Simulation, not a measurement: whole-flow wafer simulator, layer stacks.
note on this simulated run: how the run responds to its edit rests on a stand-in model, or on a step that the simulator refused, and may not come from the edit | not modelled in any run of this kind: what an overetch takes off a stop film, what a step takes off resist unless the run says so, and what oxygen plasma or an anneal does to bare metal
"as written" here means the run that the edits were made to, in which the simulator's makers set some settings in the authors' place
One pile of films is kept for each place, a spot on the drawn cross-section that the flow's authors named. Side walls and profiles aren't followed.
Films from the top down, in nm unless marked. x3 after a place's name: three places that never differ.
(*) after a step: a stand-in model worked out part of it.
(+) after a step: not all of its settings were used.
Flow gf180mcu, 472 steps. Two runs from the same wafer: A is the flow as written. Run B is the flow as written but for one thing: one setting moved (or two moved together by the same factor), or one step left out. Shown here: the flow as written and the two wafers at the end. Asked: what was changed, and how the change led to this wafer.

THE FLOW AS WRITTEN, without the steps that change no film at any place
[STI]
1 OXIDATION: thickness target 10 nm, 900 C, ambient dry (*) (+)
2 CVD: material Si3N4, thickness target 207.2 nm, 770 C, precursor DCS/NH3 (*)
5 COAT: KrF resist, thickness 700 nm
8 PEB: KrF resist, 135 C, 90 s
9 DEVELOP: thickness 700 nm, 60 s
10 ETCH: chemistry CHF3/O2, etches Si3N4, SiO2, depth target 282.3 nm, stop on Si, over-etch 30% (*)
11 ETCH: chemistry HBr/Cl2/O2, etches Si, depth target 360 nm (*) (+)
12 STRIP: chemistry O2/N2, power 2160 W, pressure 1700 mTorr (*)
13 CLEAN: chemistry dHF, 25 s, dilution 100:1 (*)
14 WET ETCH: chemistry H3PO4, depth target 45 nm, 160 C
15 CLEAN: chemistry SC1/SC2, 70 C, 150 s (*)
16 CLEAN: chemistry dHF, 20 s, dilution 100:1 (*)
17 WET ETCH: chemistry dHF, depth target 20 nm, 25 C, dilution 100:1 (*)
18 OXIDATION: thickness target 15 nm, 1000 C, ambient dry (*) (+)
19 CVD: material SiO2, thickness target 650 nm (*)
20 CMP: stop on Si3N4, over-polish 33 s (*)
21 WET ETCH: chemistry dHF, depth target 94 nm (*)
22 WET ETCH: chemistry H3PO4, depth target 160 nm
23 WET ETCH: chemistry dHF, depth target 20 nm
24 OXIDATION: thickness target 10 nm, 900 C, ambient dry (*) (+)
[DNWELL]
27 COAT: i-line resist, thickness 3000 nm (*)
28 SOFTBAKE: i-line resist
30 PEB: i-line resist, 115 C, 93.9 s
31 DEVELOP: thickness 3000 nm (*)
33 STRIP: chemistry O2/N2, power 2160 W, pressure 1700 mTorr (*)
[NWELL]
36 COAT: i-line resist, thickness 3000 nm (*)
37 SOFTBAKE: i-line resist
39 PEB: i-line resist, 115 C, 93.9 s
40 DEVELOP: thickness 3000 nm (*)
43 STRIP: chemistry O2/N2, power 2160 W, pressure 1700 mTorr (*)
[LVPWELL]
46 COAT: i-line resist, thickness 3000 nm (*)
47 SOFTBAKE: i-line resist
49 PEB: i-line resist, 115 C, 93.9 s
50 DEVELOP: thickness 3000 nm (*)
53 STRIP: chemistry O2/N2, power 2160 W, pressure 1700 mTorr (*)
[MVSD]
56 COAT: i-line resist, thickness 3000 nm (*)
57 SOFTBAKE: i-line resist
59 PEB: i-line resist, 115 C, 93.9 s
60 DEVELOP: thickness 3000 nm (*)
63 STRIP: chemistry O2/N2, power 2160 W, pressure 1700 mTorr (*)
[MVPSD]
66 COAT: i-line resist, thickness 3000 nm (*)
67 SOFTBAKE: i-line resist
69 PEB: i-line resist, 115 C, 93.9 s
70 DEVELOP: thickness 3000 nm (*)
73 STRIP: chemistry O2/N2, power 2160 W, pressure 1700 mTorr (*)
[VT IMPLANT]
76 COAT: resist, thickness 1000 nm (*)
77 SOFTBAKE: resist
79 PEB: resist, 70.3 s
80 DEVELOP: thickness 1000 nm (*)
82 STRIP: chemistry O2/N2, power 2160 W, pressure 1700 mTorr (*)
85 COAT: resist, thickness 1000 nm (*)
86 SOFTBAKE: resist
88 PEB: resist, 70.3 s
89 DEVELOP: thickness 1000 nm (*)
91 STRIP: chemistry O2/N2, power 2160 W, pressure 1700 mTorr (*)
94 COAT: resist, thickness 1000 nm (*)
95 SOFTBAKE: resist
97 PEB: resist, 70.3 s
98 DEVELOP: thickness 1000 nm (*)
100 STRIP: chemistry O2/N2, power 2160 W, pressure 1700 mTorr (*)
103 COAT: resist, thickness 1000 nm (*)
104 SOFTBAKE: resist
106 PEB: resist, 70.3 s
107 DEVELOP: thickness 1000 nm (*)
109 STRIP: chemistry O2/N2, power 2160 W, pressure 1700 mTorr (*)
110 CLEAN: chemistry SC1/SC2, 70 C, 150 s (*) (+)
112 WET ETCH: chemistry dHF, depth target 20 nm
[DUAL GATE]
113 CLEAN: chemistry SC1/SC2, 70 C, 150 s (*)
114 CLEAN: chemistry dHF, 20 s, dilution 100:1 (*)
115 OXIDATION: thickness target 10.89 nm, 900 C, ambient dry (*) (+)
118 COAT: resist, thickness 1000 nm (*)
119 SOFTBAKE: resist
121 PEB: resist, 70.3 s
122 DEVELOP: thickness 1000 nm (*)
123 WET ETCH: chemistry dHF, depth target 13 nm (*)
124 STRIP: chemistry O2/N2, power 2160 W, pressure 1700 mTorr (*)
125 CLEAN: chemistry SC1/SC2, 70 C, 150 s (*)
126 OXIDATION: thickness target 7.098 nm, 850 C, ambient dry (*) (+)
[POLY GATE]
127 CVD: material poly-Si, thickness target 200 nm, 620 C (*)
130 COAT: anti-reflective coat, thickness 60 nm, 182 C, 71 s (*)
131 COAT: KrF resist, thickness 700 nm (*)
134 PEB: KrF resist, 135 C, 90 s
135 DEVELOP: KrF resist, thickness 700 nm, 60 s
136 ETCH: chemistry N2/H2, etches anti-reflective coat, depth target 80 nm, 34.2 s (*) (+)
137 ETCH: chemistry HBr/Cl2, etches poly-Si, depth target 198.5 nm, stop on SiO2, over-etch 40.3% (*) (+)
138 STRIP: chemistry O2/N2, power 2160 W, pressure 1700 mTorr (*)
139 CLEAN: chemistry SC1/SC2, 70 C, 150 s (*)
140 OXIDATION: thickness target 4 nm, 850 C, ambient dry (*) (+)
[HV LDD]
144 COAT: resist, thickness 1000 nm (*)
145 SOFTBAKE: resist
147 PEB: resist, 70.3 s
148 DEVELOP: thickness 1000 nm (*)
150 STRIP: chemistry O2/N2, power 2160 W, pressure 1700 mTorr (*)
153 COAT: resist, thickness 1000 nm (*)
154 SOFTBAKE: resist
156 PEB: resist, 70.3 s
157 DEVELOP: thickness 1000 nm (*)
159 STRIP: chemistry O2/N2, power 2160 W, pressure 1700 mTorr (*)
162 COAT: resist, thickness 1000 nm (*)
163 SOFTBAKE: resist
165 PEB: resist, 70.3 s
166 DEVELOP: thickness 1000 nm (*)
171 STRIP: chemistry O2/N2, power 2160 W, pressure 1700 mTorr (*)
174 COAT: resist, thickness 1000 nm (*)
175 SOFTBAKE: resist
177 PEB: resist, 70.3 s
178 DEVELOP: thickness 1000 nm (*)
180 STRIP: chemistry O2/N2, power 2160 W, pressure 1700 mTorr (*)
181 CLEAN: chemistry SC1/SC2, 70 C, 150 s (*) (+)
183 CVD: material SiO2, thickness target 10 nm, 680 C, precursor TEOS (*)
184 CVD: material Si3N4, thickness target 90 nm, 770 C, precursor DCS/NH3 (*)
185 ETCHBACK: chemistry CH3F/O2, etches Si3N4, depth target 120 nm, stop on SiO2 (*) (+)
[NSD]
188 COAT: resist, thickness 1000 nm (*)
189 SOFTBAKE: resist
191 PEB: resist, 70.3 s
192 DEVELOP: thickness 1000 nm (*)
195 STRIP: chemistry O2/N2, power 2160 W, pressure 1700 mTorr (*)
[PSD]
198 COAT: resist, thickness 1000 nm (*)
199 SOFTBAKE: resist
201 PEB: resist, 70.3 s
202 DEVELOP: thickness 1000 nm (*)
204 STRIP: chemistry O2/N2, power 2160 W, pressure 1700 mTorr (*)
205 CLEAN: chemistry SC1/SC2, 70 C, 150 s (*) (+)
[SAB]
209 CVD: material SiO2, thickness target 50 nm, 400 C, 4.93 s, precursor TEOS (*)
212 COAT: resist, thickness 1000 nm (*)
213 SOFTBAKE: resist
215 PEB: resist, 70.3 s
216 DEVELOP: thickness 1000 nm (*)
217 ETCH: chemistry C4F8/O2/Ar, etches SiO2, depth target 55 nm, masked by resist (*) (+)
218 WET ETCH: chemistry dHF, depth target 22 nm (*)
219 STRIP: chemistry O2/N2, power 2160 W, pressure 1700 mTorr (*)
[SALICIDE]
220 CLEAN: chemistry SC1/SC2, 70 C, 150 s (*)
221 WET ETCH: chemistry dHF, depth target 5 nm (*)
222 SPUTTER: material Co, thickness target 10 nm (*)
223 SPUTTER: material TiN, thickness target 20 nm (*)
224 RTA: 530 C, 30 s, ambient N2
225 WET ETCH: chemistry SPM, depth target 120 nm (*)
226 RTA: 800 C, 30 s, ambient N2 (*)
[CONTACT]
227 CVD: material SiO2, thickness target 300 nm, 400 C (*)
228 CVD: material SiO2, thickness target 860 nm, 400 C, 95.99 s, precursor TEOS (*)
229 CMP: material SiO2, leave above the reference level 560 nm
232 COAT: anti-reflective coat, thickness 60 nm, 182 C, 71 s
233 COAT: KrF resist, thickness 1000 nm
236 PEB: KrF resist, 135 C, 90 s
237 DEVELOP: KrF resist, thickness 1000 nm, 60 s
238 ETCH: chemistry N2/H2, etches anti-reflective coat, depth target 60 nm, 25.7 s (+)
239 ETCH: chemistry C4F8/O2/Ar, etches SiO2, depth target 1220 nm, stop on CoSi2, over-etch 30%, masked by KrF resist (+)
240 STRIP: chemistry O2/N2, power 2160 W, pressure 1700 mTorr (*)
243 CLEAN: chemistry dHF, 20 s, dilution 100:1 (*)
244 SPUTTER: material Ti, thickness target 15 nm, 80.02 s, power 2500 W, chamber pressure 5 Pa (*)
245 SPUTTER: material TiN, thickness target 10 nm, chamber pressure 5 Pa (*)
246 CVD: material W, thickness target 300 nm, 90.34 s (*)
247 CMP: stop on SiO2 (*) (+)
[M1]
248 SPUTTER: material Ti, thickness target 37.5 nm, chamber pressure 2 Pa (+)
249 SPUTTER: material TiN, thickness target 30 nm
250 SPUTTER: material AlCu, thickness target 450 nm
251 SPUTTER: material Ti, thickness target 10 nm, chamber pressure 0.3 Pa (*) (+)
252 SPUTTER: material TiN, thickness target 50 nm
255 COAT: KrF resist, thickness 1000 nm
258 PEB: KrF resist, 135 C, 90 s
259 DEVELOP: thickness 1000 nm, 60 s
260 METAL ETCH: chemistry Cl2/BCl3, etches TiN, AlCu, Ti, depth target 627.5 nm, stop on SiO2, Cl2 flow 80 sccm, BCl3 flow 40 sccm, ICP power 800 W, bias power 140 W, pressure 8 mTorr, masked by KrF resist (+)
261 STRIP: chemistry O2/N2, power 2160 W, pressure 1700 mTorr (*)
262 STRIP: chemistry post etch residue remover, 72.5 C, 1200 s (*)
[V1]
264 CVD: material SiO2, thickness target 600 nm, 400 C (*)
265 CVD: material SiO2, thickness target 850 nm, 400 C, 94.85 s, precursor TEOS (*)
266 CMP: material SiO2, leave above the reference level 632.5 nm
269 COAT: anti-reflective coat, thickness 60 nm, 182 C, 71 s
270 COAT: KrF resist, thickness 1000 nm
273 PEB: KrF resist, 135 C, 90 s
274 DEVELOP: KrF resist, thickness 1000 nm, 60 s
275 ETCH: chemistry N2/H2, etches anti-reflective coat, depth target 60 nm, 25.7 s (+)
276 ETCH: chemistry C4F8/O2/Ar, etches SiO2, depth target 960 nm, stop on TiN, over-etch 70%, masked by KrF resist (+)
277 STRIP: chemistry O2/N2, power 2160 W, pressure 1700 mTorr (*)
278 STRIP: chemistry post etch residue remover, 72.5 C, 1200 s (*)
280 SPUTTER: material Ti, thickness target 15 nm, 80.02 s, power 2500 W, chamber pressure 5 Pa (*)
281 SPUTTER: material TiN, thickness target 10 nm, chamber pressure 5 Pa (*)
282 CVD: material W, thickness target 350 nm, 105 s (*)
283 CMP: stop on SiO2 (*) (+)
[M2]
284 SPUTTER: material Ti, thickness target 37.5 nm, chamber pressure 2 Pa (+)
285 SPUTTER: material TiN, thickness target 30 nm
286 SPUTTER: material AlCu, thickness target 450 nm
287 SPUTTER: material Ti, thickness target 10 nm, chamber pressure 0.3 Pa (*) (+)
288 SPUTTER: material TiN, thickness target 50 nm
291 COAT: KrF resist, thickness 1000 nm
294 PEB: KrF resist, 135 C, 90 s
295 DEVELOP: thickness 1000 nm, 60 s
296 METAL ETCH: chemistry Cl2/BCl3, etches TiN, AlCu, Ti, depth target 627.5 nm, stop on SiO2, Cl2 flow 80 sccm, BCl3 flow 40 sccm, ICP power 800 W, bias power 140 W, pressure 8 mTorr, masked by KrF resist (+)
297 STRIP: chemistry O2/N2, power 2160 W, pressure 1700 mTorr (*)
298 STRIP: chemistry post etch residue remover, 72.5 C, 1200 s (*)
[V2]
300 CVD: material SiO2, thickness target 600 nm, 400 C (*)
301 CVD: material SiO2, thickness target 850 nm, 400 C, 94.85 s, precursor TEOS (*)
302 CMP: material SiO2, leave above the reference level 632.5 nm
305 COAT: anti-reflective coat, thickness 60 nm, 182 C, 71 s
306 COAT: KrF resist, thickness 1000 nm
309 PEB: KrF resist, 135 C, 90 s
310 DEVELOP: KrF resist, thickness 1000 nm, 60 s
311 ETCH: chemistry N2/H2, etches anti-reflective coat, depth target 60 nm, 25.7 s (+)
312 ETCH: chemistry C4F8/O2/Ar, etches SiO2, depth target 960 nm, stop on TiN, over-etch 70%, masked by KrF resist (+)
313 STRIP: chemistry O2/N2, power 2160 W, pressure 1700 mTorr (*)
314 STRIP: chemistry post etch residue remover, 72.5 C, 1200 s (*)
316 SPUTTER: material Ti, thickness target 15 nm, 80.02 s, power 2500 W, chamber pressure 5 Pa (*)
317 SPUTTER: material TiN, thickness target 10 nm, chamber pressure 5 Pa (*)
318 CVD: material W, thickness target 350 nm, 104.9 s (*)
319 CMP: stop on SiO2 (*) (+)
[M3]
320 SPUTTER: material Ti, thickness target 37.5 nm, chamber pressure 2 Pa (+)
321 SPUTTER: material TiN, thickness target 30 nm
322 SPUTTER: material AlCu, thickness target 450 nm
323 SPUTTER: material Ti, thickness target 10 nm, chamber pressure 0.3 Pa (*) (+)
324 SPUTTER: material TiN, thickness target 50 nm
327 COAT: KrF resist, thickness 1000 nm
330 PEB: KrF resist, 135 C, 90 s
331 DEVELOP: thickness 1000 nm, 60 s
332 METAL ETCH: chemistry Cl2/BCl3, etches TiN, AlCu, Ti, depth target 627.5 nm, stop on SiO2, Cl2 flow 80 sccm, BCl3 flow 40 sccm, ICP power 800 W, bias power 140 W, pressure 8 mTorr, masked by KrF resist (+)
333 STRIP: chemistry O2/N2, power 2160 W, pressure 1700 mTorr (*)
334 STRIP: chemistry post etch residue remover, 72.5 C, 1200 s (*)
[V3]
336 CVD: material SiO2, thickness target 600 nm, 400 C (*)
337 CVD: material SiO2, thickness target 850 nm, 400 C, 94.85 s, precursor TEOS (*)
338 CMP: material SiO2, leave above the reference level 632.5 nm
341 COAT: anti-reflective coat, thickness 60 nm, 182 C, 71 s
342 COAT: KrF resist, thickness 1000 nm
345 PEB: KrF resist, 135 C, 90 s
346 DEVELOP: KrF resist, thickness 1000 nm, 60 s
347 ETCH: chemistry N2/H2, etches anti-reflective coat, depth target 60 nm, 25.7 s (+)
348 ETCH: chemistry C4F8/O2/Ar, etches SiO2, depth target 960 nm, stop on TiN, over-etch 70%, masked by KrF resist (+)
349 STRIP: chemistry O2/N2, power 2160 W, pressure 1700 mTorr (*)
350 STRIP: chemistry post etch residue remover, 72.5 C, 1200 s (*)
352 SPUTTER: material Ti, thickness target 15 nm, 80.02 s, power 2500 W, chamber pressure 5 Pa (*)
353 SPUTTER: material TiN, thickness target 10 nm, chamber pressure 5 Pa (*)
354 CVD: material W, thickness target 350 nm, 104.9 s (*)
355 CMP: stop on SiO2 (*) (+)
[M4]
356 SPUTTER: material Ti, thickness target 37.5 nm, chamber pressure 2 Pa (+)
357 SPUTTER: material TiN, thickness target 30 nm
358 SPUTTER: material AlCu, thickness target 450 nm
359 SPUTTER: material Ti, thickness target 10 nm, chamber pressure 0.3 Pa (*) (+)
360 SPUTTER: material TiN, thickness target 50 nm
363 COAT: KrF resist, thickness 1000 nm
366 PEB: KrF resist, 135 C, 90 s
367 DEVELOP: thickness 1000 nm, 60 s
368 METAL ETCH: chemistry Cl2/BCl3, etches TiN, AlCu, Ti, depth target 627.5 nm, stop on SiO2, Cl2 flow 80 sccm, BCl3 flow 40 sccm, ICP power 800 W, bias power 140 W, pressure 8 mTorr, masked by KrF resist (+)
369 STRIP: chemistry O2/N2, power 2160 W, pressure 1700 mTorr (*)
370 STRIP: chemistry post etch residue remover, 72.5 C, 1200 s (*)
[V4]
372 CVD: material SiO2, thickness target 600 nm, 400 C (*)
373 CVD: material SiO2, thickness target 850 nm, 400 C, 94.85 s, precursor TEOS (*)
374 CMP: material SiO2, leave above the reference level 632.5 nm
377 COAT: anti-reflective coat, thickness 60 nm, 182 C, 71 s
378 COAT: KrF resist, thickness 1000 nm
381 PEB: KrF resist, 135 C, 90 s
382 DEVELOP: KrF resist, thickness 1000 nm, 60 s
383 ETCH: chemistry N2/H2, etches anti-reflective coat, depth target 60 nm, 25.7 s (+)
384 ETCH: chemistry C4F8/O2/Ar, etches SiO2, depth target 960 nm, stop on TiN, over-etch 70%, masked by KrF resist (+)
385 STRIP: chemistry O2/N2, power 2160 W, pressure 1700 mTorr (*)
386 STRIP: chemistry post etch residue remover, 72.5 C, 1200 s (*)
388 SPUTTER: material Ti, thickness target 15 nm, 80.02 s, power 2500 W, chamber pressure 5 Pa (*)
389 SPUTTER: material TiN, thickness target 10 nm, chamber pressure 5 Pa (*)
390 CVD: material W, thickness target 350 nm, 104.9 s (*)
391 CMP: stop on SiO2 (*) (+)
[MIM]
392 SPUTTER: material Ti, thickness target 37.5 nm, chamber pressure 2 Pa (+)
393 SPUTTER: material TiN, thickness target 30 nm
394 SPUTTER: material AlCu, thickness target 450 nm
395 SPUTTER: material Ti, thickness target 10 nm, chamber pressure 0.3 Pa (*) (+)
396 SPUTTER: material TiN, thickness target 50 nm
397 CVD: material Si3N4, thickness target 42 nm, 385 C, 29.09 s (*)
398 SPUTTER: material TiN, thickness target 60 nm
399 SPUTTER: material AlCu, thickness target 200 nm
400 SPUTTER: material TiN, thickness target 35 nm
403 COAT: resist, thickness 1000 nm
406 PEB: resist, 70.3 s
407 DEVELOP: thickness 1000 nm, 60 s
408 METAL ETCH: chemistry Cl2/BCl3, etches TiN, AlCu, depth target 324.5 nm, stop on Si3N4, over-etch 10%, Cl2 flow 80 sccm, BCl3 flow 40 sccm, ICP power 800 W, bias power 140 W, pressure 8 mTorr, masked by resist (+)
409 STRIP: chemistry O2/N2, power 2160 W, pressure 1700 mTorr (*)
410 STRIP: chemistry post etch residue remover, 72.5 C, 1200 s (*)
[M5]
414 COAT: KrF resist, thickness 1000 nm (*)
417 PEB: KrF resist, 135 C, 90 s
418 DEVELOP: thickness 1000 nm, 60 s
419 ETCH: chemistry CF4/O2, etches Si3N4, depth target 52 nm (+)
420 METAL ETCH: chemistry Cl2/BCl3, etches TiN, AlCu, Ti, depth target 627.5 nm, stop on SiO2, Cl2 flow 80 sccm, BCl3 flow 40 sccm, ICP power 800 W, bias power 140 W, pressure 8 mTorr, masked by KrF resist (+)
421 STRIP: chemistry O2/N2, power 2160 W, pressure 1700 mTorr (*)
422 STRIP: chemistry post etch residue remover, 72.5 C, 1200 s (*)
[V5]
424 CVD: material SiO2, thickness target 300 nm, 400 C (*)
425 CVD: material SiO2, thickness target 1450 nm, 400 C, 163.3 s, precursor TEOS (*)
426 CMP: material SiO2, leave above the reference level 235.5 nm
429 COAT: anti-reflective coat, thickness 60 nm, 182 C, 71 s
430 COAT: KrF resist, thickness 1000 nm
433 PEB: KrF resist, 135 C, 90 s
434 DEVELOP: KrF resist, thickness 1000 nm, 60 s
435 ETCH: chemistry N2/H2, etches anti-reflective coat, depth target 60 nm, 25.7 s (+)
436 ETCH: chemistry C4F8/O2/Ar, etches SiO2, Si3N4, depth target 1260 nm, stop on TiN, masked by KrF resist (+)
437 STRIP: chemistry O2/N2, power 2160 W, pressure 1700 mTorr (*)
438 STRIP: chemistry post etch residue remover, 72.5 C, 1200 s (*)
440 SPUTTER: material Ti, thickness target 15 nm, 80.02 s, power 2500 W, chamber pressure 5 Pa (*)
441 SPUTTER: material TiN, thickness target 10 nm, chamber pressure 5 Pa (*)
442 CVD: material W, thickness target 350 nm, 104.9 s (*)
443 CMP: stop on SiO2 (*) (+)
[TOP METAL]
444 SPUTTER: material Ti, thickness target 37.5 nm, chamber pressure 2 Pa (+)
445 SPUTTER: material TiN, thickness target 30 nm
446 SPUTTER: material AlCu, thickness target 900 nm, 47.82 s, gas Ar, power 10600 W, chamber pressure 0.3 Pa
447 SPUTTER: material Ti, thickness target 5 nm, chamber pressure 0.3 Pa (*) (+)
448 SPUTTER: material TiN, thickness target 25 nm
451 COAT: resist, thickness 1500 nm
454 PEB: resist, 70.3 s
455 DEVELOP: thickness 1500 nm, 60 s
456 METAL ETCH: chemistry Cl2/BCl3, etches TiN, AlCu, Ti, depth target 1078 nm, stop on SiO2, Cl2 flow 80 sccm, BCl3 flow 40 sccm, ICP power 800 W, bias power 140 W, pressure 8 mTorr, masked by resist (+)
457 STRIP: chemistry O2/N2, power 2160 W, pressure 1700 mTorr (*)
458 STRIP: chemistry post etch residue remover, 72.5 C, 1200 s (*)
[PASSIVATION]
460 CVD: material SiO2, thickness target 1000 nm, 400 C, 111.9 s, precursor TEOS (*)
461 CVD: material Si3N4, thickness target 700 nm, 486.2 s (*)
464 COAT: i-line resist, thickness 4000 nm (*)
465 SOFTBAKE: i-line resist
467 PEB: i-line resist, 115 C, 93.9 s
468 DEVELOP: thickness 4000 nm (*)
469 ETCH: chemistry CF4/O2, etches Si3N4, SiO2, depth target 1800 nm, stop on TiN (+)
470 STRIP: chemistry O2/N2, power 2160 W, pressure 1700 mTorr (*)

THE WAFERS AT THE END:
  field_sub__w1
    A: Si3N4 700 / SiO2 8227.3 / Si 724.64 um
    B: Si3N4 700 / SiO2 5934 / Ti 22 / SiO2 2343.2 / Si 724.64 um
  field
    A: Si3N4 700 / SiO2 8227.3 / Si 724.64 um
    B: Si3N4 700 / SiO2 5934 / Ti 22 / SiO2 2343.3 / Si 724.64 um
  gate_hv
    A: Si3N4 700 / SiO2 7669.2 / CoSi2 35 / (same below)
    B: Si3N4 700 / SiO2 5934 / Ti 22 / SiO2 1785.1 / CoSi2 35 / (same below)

The cause: step 286, SPUTTER: thickness target 522 nm was run, where the flow has thickness target 450 nm.

How the change led to this, step by step:
  286 SPUTTER: material AlCu, thickness target 450 nm
      field, field__w1, field__w2 and 108 more: A AlCu +450 (new film) | B AlCu +522 (new film)
  296 METAL ETCH: chemistry Cl2/BCl3, etches TiN, AlCu, Ti, depth target 627.5 nm, stop on SiO2, Cl2 flow 80 sccm, BCl3 flow 40 sccm, ICP power 800 W, bias power 140 W, pressure 8 mTorr, masked by KrF resist (+)
      field, field__w1, field__w2 and 103 more: A TiN -50 (all of it), Ti -10 (all of it), AlCu -450 (all of it), TiN -30 (all of it), Ti -37.5 (all of it) | B TiN -50 (all of it), Ti -10 (all of it), AlCu -522 (all of it), TiN -30 (all of it), Ti -15.5
  300 CVD: material SiO2, thickness target 600 nm, 400 C (*)
      field, field__w1, field__w2 and 103 more: A SiO2 +600 | B SiO2 +600 (new film)
  302 CMP: material SiO2, leave above the reference level 632.5 nm
      field, field__w1, field__w2 and 103 more: A SiO2 -300 | B SiO2 -250
Counting metal films that touch as one body, field_sub__w1 has 1 body; the flow as written gives 0 bodies.
Counting metal films that touch as one body, field has 1 body; the flow as written gives 0 bodies.
Counting metal films that touch as one body, gate_hv has 2 bodies (between them, from the top down: SiO2 1785.1); the flow as written gives 1 body.
